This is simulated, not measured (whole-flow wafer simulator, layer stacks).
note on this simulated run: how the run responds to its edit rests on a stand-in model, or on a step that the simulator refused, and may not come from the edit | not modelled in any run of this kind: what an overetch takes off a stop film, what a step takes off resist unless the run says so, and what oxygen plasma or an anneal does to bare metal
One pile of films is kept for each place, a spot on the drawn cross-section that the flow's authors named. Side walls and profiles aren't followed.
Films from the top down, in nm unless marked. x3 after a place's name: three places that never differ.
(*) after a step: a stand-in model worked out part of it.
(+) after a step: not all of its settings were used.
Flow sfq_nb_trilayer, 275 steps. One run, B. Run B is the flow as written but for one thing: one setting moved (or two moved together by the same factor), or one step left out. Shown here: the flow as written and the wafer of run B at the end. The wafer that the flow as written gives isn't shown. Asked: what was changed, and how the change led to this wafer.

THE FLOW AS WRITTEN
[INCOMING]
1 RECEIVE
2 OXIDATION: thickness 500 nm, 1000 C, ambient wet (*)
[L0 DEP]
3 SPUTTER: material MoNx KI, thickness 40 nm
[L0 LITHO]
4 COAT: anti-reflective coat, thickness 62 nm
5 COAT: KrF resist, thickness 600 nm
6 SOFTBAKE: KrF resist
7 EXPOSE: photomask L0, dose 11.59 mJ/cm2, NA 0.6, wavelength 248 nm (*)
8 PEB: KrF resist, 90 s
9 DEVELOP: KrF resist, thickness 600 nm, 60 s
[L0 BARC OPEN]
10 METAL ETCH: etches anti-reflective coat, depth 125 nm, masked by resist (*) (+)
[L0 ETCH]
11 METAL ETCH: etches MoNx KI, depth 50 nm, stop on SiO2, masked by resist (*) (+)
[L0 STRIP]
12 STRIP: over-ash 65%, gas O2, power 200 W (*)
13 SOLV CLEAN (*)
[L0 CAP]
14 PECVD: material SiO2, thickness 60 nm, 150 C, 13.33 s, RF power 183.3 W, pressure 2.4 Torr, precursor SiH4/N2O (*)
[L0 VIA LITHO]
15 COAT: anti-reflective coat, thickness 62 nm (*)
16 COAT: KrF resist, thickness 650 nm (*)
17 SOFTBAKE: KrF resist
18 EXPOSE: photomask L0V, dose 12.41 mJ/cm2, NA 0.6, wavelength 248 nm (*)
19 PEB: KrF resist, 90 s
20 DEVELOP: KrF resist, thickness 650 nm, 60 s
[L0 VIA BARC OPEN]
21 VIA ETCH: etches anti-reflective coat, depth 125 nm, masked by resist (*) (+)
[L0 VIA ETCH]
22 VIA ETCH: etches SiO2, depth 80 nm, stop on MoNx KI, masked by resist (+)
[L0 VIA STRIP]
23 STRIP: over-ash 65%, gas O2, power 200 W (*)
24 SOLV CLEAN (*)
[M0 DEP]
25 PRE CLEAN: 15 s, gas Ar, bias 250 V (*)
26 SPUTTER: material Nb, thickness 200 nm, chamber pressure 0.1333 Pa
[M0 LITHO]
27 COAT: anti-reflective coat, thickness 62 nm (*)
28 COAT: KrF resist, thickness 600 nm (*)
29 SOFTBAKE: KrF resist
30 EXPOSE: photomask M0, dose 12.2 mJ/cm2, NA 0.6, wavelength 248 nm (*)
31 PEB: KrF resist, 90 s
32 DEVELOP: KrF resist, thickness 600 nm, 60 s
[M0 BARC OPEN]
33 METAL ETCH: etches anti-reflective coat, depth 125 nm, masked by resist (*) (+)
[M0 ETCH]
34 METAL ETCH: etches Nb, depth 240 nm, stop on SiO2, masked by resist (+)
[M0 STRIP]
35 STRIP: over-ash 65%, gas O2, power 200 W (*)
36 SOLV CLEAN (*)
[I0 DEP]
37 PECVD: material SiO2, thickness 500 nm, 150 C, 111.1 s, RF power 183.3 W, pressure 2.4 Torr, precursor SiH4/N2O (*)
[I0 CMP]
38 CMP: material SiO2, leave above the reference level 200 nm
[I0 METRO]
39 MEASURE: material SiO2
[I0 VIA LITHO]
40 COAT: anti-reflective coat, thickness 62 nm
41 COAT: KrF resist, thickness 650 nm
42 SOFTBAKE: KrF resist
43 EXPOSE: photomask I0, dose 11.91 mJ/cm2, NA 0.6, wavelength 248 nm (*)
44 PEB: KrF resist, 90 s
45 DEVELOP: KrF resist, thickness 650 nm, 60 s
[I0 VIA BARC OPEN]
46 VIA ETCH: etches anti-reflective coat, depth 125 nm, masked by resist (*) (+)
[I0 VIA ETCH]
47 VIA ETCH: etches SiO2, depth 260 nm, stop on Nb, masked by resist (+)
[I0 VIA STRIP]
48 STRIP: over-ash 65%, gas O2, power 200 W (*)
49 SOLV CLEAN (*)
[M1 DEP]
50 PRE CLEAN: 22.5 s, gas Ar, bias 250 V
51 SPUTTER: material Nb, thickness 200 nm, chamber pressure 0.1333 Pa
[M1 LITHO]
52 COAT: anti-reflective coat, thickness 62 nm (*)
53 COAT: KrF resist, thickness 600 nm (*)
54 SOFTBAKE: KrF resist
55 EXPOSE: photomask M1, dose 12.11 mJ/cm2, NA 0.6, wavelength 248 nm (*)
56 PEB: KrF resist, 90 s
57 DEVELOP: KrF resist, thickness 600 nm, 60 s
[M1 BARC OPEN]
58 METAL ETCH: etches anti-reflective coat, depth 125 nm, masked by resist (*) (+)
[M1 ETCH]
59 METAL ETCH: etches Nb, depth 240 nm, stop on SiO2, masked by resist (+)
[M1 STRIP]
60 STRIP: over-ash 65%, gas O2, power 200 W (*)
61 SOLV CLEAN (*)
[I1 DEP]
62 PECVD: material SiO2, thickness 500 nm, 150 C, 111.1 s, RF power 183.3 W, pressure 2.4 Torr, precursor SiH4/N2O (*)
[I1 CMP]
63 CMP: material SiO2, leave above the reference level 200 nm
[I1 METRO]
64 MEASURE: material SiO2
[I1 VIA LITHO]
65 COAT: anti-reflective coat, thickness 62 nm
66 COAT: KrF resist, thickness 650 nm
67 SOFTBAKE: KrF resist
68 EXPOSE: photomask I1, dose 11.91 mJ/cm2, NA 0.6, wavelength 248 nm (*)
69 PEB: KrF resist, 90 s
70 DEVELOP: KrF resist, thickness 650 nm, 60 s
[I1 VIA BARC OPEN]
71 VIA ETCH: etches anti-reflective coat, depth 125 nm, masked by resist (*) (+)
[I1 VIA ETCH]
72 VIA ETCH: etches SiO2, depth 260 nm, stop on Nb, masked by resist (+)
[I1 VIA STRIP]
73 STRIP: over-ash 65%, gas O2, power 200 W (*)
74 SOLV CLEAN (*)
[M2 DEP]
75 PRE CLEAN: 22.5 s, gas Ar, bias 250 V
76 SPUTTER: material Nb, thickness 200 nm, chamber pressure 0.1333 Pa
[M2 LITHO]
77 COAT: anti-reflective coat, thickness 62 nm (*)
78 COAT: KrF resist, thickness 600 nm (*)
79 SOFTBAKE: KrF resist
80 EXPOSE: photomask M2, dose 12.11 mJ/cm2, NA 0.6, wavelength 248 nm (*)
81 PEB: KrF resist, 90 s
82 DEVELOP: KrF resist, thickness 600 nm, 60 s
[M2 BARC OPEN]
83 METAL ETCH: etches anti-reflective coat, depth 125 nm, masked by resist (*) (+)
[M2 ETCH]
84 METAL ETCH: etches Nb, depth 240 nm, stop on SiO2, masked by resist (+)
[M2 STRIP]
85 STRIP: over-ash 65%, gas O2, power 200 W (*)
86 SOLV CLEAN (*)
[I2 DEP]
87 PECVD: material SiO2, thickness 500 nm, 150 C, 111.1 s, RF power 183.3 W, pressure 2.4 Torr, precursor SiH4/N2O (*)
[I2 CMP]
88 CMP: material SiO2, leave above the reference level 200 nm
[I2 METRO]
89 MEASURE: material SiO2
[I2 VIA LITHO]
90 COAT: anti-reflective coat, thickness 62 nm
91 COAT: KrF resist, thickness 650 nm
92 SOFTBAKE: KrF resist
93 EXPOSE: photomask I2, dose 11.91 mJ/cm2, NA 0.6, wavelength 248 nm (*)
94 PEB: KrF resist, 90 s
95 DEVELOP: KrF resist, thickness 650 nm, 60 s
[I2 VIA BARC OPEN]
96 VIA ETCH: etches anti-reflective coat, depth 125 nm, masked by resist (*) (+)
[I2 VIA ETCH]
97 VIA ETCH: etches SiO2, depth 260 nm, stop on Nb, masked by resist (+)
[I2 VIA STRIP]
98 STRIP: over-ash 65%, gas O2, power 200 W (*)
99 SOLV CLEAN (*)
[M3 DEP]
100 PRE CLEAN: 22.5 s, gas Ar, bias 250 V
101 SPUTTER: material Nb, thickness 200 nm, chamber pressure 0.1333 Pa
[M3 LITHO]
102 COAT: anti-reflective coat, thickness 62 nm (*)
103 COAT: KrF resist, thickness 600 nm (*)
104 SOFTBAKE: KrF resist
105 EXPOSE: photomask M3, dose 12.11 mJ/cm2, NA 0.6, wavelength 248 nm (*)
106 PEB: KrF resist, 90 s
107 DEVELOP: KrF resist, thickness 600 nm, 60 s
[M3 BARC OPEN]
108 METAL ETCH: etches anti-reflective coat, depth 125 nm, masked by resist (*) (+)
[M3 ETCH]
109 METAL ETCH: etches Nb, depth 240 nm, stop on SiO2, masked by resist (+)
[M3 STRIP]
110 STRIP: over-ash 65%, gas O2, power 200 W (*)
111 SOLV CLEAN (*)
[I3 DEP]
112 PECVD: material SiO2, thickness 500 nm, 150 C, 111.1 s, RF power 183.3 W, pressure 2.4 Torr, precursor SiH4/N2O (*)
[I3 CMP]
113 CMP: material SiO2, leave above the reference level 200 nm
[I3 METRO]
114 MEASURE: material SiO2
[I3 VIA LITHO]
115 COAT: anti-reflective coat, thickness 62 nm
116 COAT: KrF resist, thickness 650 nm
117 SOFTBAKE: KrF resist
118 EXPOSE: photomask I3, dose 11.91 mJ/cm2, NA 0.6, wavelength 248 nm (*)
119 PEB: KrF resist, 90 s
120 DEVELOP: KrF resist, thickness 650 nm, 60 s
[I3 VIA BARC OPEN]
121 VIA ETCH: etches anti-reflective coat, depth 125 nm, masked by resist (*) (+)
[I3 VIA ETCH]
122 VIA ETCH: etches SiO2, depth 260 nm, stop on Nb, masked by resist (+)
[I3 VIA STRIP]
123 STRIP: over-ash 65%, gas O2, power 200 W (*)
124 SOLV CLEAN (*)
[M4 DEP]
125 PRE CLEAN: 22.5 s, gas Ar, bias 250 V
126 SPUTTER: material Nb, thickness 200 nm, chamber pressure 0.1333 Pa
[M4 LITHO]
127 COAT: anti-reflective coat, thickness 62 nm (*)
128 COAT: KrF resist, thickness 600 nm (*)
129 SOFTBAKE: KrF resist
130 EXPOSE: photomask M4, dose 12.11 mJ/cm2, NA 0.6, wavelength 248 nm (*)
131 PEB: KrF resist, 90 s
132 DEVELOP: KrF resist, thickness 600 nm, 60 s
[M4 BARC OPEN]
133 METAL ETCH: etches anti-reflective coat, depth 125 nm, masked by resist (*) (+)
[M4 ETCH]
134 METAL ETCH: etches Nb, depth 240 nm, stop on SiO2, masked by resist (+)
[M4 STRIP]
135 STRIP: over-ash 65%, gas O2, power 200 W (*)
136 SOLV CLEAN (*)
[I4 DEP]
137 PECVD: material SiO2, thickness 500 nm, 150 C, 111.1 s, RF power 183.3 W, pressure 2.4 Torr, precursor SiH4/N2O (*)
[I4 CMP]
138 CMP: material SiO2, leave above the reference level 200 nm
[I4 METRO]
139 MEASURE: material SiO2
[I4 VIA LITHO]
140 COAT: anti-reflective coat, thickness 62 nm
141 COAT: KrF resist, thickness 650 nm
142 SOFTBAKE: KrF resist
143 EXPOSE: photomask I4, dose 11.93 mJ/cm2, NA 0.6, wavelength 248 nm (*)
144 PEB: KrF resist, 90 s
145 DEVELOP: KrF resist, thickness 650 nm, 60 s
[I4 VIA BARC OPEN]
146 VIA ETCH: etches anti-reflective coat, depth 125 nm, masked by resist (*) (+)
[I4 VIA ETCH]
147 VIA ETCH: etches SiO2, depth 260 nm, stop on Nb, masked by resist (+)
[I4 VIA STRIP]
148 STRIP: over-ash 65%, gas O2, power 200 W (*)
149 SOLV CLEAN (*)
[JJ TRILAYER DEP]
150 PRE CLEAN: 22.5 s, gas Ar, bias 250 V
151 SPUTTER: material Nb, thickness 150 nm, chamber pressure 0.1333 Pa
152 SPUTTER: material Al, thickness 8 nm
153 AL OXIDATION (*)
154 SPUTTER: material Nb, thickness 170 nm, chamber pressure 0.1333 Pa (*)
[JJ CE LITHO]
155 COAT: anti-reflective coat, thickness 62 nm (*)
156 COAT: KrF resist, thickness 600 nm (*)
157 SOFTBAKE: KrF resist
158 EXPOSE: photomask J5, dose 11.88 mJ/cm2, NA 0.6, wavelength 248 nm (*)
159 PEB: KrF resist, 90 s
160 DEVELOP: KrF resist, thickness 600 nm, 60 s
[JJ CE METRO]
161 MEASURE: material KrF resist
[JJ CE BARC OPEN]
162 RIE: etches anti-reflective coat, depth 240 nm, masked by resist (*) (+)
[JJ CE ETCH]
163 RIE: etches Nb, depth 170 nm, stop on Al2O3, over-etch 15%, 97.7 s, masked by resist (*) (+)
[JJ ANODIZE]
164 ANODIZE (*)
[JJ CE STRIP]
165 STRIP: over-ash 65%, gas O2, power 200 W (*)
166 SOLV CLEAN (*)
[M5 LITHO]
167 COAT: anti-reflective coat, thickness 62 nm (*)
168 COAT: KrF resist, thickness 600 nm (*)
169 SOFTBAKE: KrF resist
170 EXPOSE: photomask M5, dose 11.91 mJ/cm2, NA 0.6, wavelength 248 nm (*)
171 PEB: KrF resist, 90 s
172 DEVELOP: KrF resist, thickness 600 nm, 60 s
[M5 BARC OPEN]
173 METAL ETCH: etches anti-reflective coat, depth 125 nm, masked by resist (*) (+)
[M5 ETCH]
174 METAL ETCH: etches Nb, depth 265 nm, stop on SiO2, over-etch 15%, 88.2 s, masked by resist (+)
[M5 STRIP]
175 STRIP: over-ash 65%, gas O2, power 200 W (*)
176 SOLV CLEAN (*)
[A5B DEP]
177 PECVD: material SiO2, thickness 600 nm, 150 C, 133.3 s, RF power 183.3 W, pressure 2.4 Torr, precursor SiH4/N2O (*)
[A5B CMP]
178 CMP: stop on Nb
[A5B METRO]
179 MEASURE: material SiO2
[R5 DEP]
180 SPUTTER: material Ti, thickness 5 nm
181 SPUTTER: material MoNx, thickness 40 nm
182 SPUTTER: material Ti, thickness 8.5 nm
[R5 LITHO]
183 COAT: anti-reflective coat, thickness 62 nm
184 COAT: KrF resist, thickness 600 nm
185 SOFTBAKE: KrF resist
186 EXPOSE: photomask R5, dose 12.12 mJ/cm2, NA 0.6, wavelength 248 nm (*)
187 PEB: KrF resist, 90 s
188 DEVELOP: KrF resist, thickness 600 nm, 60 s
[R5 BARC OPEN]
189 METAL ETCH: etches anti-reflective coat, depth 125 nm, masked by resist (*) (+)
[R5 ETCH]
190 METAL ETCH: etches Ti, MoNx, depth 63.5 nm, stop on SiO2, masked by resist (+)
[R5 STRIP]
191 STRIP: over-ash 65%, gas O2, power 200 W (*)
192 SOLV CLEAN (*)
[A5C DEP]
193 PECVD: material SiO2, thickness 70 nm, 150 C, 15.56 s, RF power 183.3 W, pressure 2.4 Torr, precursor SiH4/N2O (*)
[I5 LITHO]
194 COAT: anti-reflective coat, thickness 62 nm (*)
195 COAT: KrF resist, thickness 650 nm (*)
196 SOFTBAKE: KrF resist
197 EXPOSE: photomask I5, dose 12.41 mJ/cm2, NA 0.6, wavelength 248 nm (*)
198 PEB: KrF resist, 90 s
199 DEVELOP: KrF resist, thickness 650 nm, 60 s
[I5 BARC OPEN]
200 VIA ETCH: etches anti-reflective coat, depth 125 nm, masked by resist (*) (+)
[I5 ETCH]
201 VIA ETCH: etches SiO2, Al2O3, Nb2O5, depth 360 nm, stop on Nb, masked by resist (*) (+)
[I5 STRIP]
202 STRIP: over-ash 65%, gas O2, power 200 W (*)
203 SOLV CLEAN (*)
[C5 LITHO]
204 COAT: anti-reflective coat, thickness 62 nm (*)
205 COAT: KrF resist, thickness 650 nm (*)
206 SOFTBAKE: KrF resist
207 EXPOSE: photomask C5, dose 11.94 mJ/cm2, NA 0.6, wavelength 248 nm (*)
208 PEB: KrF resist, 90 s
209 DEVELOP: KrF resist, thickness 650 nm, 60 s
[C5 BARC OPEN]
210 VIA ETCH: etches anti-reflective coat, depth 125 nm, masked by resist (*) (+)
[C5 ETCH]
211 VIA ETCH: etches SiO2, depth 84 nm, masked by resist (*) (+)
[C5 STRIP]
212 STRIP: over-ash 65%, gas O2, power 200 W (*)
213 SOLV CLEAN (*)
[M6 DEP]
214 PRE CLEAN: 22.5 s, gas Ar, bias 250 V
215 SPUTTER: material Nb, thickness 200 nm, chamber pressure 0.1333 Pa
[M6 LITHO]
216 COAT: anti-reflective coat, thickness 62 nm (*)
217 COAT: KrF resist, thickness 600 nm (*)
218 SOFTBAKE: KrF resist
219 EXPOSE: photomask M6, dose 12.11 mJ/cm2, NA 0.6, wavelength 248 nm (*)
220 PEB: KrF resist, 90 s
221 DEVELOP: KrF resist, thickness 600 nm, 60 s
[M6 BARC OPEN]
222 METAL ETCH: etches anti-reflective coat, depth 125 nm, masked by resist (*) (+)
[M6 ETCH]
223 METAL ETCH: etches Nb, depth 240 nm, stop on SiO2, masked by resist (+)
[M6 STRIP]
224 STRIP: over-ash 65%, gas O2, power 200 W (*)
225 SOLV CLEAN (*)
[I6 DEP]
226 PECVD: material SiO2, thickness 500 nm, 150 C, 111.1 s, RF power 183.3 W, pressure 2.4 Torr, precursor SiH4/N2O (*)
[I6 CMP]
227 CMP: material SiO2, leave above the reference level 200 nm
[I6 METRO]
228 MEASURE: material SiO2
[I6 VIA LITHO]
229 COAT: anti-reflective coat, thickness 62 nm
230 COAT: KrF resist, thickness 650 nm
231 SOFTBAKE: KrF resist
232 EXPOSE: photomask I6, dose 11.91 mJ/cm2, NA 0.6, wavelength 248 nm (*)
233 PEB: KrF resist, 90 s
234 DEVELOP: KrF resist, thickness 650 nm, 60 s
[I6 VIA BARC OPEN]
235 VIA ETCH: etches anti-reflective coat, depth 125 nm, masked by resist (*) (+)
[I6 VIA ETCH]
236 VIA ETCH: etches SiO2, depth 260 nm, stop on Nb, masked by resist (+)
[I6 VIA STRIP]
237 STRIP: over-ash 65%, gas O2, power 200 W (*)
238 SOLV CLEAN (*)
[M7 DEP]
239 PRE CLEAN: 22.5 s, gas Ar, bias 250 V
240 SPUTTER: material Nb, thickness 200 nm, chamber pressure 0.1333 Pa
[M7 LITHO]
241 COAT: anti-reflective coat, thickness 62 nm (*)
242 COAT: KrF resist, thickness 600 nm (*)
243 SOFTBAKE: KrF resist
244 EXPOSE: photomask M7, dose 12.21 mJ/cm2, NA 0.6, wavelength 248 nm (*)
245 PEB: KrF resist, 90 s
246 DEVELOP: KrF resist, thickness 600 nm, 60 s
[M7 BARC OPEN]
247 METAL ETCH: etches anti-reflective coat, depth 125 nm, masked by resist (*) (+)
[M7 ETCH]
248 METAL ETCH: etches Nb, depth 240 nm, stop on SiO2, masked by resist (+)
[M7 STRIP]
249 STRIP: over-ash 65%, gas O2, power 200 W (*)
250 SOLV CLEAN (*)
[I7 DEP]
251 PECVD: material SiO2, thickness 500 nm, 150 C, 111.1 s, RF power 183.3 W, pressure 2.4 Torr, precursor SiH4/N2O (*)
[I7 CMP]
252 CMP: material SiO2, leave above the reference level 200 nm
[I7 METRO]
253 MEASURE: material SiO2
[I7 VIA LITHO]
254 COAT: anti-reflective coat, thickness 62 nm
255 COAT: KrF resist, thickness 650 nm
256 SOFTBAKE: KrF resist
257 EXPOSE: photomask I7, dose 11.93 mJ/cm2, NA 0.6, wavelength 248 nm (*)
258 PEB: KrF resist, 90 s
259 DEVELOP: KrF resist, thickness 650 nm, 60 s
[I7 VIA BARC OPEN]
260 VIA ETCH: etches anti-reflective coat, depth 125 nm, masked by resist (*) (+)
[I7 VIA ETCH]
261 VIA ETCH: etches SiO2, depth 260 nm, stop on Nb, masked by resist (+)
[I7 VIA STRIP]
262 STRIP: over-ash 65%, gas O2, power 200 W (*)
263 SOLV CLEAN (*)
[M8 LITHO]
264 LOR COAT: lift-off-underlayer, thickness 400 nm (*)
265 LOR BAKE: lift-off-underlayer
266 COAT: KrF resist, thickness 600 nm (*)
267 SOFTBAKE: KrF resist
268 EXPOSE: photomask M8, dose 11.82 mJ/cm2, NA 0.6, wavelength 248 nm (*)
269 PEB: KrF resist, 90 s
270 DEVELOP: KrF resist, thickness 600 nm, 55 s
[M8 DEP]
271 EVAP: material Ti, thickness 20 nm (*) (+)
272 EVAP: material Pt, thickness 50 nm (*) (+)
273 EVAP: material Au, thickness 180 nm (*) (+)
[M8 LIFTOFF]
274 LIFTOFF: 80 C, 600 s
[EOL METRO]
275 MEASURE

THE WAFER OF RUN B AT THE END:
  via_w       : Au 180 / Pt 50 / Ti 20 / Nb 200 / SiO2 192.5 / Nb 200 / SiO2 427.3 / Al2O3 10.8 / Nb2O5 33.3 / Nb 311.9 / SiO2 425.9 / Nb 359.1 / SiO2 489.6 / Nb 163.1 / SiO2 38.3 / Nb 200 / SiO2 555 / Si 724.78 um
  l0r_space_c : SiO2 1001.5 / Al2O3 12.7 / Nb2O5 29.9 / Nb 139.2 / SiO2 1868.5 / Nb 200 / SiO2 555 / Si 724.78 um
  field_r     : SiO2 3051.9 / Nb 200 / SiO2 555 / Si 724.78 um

The cause: step 38, CMP: leave above the reference level 306 nm was run, where the flow has leave above the reference level 200 nm.

How the change led to this, step by step:
  38 CMP: material SiO2, leave above the reference level 200 nm
      v_sur, via_wl, via_w and 94 more: SiO2 -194 (as written it would be: SiO2 -300)
      field_l, l0_sur, l0r_line_l, l0r_line_c, l0r_line_r: SiO2 -234 (as written it would be: SiO2 -340)
      (and at 4 more places)
  47 VIA ETCH: etches SiO2, depth 260 nm, stop on Nb, masked by resist (+)
      via_w: SiO2 -260 (as written it would be: SiO2 -199.8 (all of it))
  50 PRE CLEAN: 22.5 s, gas Ar, bias 250 V
      via_w: SiO2 -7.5 (as written it would be: Nb -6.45)
  51 SPUTTER: material Nb, thickness 200 nm, chamber pressure 0.1333 Pa
      via_w: Nb +163.1 (new film) (as written it would be: Nb +174.5)
  52 COAT: anti-reflective coat, thickness 62 nm (*)
      via_w: anti-reflective coat +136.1 (new film) (as written it would be: anti-reflective coat +123.1 (new film))
      via_wr: anti-reflective coat +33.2 (new film) (as written it would be: anti-reflective coat +34.9 (new film))
  53 COAT: KrF resist, thickness 600 nm (*)
      via_w: KrF resist +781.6 (new film) (as written it would be: KrF resist +731.8 (new film))
  60 STRIP: over-ash 65%, gas O2, power 200 W (*)
      via_w: KrF resist -563.6 (all of it), anti-reflective coat -136.1 (all of it) (as written it would be: KrF resist -513.8 (all of it), anti-reflective coat -123.1 (all of it))
      via_wr: KrF resist -378.6 (all of it), anti-reflective coat -33.2 (all of it) (as written it would be: KrF resist -384.4 (all of it), anti-reflective coat -34.9 (all of it))
  62 PECVD: material SiO2, thickness 500 nm, 150 C, 111.1 s, RF power 183.3 W, pressure 2.4 Torr, precursor SiH4/N2O (*)
      via_w: SiO2 +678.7 (new film) (as written it would be: SiO2 +606 (new film))
Counting metal films that touch as one body, via_w has 6 bodies (between them, from the top down: SiO2 192.5; SiO2 427.3 / Al2O3 10.8 / Nb2O5 33.3; SiO2 425.9; SiO2 489.6; SiO2 38.3); the flow as written gives 5 bodies (between them, from the top down: SiO2 192.5; SiO2 427.3 / Al2O3 10.8 / Nb2O5 33.3; SiO2 425.9; SiO2 416.9).
